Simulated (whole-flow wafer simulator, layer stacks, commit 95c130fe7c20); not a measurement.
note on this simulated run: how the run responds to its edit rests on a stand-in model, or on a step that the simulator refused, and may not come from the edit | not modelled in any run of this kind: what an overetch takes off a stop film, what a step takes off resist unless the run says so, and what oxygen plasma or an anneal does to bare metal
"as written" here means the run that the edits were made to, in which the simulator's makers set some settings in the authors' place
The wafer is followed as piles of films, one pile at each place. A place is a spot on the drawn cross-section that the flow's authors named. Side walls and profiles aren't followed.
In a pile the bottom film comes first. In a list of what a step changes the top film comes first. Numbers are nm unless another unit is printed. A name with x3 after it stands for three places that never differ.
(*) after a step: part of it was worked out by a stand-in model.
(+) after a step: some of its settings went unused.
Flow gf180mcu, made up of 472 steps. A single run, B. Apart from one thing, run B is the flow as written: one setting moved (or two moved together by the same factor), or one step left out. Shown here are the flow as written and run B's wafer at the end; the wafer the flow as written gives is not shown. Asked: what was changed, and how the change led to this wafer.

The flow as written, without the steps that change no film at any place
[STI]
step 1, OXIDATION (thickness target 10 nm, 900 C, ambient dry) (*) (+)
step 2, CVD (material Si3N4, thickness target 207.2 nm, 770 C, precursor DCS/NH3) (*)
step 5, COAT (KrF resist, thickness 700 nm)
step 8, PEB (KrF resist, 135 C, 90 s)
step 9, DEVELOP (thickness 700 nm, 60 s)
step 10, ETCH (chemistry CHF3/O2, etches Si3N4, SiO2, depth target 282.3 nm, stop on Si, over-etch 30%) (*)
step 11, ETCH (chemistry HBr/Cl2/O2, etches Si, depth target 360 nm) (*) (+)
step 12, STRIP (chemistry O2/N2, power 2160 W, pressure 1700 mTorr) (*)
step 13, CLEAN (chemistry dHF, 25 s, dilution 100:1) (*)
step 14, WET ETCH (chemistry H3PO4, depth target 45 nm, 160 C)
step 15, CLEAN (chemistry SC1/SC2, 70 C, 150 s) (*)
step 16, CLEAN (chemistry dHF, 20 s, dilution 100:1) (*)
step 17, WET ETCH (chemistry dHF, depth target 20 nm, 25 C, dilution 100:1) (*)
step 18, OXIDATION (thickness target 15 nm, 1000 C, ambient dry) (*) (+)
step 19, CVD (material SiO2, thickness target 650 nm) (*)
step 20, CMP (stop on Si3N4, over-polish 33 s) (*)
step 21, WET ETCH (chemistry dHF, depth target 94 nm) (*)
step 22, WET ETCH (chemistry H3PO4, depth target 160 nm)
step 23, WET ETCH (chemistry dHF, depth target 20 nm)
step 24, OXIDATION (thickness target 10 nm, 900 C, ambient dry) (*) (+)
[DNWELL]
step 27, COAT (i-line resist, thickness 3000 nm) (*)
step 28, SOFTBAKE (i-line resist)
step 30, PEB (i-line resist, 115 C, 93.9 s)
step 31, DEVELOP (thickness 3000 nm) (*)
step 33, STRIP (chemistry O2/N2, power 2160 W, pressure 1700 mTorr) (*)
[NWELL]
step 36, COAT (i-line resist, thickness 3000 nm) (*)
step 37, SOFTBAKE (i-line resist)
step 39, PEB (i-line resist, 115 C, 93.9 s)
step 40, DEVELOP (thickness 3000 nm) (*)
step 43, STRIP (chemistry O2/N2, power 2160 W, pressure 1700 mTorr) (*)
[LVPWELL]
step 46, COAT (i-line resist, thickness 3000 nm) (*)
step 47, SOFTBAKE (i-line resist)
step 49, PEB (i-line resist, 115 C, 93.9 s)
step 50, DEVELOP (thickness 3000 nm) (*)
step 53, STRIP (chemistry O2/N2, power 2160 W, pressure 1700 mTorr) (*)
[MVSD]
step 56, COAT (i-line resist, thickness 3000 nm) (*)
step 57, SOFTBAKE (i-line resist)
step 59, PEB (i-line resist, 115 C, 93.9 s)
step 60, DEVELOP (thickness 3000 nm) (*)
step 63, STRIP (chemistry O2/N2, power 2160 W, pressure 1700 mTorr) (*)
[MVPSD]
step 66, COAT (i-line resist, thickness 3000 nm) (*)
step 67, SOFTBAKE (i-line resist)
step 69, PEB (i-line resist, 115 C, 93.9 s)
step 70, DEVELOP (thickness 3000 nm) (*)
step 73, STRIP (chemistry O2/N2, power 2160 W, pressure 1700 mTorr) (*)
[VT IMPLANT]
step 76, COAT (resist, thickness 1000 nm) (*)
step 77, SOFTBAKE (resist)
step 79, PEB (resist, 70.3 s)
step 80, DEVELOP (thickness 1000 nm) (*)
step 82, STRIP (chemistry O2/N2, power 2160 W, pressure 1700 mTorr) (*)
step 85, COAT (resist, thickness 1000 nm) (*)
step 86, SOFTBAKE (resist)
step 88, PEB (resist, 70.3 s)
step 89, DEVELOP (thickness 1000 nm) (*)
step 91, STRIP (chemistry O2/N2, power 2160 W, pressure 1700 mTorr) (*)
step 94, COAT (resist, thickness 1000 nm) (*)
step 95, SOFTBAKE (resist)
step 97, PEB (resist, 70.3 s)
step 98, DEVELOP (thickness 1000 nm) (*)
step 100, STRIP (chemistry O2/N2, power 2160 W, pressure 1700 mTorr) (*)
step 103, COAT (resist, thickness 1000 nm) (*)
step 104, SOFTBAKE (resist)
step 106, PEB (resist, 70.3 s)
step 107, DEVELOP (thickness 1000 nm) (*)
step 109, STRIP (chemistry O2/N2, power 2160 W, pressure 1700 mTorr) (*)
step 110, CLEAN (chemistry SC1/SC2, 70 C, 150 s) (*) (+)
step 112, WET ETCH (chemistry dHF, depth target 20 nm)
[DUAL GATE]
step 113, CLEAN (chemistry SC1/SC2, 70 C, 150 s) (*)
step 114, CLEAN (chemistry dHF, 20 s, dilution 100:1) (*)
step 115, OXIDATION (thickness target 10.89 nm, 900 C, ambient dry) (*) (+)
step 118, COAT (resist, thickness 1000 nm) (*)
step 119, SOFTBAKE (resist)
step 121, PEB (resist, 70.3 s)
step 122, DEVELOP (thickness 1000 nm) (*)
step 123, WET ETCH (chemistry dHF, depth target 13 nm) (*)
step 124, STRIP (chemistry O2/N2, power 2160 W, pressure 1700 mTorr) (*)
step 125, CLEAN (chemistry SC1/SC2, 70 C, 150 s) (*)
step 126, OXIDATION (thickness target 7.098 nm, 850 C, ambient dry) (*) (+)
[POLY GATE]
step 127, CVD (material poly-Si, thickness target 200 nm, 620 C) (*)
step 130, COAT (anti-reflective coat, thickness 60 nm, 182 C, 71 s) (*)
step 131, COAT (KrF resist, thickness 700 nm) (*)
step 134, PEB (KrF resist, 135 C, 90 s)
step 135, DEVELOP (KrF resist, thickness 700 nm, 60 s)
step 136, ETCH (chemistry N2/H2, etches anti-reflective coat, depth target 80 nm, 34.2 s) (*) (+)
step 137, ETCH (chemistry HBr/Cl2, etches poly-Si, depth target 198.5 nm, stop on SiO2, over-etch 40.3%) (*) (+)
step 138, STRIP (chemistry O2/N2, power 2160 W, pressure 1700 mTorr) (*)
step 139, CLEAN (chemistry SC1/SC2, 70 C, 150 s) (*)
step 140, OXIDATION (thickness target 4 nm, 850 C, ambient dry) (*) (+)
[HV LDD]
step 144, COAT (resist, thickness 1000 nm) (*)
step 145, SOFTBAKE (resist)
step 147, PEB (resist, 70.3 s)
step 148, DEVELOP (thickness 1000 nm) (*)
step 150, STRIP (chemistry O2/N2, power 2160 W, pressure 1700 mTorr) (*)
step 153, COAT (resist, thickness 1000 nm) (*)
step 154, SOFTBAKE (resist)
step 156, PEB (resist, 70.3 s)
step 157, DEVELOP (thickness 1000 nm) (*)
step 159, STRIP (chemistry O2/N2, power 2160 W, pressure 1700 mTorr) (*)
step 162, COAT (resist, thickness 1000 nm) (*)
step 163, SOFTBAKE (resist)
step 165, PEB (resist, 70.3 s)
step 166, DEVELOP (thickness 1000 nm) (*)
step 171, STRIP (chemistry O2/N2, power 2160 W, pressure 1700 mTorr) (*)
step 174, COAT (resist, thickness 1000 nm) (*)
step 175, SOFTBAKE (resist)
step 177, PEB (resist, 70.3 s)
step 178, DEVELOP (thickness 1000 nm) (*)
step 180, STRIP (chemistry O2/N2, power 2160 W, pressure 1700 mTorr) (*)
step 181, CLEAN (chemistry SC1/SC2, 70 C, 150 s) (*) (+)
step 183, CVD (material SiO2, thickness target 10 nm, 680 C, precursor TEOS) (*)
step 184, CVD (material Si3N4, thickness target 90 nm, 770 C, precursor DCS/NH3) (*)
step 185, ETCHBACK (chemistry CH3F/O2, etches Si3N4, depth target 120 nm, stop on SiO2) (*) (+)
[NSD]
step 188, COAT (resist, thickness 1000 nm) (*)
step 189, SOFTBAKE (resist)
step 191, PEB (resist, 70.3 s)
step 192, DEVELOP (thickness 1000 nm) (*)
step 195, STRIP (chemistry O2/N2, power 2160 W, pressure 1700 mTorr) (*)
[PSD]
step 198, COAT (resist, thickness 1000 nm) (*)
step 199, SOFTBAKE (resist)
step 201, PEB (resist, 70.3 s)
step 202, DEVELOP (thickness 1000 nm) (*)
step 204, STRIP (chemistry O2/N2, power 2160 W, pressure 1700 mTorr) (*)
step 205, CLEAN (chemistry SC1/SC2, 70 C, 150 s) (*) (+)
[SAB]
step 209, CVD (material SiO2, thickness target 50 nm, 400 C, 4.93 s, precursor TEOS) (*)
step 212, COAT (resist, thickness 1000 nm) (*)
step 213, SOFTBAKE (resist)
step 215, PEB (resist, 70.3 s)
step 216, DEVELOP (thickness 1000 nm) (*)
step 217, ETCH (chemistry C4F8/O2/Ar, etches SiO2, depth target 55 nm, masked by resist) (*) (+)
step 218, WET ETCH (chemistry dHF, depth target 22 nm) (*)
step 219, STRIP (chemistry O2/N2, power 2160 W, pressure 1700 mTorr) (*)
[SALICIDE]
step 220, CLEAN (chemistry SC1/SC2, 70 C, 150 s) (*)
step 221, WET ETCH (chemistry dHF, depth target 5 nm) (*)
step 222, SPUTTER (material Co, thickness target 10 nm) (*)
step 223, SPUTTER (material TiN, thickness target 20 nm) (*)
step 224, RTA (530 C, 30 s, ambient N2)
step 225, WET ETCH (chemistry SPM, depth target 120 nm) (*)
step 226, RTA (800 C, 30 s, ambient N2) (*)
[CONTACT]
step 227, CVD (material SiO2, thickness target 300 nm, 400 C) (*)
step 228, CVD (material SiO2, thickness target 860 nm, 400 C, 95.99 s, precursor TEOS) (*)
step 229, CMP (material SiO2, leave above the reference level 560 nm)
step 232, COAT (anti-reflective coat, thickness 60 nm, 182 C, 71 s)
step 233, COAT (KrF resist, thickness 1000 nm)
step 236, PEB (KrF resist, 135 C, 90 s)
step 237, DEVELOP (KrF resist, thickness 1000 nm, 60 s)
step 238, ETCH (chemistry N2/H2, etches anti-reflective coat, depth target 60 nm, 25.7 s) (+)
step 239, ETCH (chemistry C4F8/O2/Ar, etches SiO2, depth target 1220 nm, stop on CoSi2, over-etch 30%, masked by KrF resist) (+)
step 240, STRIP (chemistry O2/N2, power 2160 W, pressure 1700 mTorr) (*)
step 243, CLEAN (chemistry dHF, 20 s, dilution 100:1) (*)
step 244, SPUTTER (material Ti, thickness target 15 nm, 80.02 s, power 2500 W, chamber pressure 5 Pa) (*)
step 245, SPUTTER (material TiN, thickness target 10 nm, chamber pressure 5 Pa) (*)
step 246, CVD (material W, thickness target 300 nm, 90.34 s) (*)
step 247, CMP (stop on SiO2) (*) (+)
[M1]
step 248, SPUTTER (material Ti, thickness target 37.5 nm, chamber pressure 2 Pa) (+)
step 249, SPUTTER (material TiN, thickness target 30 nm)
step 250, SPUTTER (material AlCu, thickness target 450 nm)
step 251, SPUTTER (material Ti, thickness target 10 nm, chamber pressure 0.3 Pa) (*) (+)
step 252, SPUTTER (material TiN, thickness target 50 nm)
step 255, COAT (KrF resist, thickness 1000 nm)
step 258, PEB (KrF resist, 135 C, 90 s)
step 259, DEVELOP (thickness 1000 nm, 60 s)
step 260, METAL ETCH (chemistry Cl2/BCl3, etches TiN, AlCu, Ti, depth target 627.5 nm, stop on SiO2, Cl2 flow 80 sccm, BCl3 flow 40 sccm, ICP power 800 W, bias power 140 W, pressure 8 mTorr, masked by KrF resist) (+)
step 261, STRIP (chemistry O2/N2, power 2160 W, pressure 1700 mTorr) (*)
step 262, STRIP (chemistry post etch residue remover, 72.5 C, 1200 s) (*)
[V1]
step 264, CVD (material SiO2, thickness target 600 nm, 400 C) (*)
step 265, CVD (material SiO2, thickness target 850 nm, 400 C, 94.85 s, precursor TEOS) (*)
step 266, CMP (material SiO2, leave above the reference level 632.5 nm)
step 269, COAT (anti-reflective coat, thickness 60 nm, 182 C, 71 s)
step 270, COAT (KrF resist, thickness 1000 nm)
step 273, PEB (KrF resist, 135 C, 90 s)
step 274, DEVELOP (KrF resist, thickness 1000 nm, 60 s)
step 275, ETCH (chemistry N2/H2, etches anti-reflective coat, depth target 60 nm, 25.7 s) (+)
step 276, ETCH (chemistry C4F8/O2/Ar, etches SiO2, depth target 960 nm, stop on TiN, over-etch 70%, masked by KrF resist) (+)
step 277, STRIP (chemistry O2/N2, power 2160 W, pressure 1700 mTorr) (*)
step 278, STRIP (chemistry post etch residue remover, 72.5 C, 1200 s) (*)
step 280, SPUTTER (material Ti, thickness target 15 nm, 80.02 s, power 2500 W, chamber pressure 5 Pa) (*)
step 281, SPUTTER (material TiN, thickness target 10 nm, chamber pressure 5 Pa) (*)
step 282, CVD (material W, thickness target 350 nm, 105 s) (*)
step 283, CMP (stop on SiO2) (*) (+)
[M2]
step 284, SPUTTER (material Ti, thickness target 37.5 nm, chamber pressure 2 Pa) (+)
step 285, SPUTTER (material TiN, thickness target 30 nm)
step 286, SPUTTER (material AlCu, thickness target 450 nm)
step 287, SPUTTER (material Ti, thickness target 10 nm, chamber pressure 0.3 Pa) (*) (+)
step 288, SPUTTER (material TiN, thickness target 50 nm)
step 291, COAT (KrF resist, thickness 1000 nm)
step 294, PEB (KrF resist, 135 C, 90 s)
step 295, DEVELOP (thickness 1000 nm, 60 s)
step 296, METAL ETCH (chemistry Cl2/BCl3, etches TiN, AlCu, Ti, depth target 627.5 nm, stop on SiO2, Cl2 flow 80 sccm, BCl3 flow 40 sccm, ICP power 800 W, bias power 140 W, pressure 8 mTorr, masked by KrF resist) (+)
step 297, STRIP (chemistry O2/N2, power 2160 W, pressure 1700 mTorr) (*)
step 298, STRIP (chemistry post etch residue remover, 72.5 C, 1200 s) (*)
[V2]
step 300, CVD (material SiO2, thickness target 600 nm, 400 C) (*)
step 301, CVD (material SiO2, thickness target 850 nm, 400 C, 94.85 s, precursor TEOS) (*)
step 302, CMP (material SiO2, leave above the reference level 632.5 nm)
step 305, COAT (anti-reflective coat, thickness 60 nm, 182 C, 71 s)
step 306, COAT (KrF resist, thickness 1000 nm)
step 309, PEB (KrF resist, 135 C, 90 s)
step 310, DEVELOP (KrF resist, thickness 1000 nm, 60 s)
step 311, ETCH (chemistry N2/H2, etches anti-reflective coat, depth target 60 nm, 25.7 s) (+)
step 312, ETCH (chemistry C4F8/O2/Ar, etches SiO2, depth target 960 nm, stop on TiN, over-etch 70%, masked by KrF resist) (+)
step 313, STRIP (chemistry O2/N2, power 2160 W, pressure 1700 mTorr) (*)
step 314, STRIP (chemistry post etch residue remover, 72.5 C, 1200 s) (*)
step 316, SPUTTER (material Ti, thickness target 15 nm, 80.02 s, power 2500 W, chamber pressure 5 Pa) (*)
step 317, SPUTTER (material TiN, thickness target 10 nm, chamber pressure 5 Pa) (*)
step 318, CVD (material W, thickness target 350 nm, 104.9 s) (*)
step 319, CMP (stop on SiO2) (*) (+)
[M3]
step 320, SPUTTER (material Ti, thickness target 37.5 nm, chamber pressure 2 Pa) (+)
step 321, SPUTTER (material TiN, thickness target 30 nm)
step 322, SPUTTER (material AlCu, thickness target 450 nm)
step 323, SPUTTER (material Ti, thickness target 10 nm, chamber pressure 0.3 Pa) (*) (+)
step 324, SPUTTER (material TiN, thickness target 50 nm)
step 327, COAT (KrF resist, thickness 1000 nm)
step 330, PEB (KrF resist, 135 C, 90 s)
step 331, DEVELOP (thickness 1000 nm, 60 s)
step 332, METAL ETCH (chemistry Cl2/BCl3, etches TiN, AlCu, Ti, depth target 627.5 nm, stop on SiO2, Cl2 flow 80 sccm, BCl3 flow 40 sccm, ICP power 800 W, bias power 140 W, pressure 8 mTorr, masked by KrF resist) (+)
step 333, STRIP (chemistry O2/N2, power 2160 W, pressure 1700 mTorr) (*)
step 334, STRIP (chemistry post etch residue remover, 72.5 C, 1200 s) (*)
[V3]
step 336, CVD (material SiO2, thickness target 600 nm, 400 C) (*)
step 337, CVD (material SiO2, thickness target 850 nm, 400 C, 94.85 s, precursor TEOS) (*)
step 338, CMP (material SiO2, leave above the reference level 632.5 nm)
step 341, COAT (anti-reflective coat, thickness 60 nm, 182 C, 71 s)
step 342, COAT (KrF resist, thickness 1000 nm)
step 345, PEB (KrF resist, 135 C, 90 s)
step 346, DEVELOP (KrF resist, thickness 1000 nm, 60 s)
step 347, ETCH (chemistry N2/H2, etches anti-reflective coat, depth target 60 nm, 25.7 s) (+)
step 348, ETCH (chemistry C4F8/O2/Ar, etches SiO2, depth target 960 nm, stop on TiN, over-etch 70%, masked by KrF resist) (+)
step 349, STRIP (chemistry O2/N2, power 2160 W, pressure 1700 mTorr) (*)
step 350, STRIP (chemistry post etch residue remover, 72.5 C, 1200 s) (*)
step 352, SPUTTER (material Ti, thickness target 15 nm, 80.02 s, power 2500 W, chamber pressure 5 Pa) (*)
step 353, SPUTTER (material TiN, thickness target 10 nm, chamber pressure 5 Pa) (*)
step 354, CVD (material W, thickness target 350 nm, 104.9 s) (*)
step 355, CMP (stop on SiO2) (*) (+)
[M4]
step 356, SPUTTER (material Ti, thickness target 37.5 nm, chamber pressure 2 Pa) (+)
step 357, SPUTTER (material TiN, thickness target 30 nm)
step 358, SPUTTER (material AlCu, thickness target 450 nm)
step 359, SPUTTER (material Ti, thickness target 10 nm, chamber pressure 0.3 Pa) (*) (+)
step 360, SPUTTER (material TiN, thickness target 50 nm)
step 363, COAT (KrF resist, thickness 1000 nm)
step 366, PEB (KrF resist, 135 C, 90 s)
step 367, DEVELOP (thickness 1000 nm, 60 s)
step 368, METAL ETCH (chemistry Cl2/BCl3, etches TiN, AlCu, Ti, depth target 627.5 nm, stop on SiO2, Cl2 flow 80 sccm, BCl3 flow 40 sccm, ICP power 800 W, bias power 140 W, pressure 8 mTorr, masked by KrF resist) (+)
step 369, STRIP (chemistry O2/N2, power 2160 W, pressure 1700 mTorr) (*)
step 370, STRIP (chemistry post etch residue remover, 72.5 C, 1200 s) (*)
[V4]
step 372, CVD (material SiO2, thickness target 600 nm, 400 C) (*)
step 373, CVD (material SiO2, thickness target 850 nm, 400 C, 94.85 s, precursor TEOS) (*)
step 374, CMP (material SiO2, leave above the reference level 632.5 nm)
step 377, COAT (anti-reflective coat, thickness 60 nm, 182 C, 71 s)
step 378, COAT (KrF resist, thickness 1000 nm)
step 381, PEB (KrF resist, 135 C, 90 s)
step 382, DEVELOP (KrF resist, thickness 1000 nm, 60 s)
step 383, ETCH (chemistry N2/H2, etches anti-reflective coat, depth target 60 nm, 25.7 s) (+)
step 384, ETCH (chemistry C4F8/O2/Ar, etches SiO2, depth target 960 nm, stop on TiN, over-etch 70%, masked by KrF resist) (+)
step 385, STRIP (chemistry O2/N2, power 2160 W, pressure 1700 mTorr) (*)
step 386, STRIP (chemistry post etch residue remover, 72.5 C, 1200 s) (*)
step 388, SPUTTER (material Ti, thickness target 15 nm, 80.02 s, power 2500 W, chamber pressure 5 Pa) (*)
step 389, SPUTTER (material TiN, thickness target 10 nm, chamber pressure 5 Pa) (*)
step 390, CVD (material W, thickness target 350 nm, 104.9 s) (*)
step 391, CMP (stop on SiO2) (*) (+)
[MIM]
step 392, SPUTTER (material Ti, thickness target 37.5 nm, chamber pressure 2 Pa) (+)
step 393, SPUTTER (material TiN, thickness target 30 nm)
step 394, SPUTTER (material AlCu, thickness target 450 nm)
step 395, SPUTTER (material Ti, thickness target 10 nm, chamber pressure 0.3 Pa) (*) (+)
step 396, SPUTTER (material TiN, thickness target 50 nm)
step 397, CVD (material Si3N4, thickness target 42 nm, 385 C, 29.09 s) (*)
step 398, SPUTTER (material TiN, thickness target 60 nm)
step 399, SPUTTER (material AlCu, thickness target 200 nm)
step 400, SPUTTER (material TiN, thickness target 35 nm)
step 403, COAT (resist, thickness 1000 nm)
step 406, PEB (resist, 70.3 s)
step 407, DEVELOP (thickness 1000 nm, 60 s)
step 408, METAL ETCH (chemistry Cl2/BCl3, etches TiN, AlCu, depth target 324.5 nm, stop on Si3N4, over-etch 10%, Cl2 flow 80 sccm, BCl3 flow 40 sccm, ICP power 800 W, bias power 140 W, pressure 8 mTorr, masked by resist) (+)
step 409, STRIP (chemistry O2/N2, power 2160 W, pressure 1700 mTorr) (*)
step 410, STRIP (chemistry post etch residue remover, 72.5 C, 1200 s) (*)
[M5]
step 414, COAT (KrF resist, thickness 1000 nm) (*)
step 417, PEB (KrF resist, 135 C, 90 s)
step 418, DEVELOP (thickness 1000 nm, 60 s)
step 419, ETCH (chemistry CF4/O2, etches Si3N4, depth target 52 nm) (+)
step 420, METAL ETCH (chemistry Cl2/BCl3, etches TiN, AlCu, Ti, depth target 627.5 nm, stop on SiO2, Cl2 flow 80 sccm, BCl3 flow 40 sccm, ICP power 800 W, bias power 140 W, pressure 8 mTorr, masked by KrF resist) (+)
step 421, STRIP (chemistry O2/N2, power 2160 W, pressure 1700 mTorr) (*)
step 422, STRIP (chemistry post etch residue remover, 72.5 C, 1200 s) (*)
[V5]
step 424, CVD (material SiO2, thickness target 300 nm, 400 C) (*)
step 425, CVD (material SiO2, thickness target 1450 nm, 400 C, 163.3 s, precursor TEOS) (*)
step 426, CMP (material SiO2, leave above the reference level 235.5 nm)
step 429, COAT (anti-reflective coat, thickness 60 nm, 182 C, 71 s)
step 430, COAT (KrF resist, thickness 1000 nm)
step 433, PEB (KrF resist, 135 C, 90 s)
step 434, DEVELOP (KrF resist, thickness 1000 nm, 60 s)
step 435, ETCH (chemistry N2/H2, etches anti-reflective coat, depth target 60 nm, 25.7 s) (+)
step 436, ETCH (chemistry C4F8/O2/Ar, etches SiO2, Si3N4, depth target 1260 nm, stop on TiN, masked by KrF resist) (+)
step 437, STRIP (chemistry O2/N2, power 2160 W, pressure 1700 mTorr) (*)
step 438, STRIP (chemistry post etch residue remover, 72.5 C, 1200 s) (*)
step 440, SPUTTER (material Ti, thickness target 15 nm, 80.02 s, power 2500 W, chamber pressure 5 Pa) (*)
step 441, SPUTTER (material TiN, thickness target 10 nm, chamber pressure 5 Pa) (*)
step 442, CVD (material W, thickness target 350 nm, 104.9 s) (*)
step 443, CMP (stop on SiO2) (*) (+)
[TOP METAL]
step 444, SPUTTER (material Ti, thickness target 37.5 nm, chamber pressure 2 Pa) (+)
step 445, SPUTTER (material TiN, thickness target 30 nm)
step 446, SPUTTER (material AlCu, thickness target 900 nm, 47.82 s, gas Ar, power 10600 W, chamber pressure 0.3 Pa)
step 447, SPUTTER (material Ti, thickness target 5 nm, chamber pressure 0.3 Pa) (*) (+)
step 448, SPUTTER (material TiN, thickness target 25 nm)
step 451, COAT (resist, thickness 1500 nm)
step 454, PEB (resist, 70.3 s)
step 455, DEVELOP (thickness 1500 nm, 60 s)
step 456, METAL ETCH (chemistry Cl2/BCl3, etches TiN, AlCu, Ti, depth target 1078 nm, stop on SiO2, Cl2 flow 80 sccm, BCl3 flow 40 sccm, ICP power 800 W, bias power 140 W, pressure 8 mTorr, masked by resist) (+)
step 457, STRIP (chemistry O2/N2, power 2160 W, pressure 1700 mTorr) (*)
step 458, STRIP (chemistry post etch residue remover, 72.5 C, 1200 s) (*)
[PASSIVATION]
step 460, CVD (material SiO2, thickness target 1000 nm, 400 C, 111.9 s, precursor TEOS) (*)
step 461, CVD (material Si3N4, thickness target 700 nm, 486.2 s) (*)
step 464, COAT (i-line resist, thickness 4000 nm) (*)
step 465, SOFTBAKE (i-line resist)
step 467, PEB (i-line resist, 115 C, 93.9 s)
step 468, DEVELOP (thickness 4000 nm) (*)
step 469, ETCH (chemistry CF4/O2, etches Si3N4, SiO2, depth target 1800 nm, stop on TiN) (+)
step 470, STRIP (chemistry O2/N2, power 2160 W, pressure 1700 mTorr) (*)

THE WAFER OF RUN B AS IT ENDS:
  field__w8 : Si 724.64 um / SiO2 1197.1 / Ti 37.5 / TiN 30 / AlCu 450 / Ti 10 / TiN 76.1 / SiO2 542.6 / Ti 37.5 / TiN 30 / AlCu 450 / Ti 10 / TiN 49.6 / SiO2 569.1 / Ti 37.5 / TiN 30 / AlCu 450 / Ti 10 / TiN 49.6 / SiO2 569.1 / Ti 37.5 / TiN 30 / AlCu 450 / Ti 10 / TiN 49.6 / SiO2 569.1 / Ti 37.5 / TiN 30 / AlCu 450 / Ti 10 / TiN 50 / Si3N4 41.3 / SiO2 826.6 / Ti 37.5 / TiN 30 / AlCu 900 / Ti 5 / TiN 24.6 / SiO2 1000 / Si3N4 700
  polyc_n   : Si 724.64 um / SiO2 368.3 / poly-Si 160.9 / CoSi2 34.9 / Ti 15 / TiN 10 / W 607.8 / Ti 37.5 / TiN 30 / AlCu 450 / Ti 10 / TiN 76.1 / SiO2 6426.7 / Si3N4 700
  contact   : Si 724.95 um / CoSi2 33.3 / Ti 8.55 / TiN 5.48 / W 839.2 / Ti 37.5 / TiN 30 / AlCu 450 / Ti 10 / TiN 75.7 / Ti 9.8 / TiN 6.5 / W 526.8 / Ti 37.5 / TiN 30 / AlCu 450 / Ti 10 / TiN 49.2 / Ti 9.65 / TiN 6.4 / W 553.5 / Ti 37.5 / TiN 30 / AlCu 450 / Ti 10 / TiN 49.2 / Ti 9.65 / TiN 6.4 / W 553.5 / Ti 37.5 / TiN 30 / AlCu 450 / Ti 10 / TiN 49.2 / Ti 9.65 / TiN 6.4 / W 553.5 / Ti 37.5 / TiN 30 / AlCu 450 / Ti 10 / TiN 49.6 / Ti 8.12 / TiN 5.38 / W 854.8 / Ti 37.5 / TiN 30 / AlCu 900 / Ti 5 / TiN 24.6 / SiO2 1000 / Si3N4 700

What caused this: step 252, SPUTTER: thickness target 76.5 nm was run, whereas the flow has thickness target 50 nm.

How this came from the change, step by step:
  step 252, SPUTTER (material TiN, thickness target 50 nm)
      field, field__w1, field__w2 and 108 more: +76.5 TiN (new film) (it would be, as written: +50 TiN (new film))
  step 260, METAL ETCH (chemistry Cl2/BCl3, etches TiN, AlCu, Ti, depth target 627.5 nm, stop on SiO2, Cl2 flow 80 sccm, BCl3 flow 40 sccm, ICP power 800 W, bias power 140 W, pressure 8 mTorr, masked by KrF resist) (+)
      field, field__w1, field__w2 and 99 more: -76.5 TiN (all of it), -10 Ti (all of it), -450 AlCu (all of it), -30 TiN (all of it), -37.5 Ti (all of it) (it would be, as written: -50 TiN (all of it), -10 Ti (all of it), -450 AlCu (all of it), -30 TiN (all of it), -37.5 Ti (all of it))
  step 266, CMP (material SiO2, leave above the reference level 632.5 nm)
      field__w8, contact, m1 and 6 more: -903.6 SiO2 (it would be, as written: -877.1 SiO2)
  step 276, ETCH (chemistry C4F8/O2/Ar, etches SiO2, depth target 960 nm, stop on TiN, over-etch 70%, masked by KrF resist) (+)
      field, field__w1, field__w2 and 107 more: -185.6 KrF resist (it would be, as written: -192 KrF resist)
      contact: -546 SiO2 (all of it) (it would be, as written: -572.5 SiO2 (all of it))
  step 282, CVD (material W, thickness target 350 nm, 105 s) (*)
      contact: +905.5 W (new film) (it would be, as written: +932.3 W (new film))
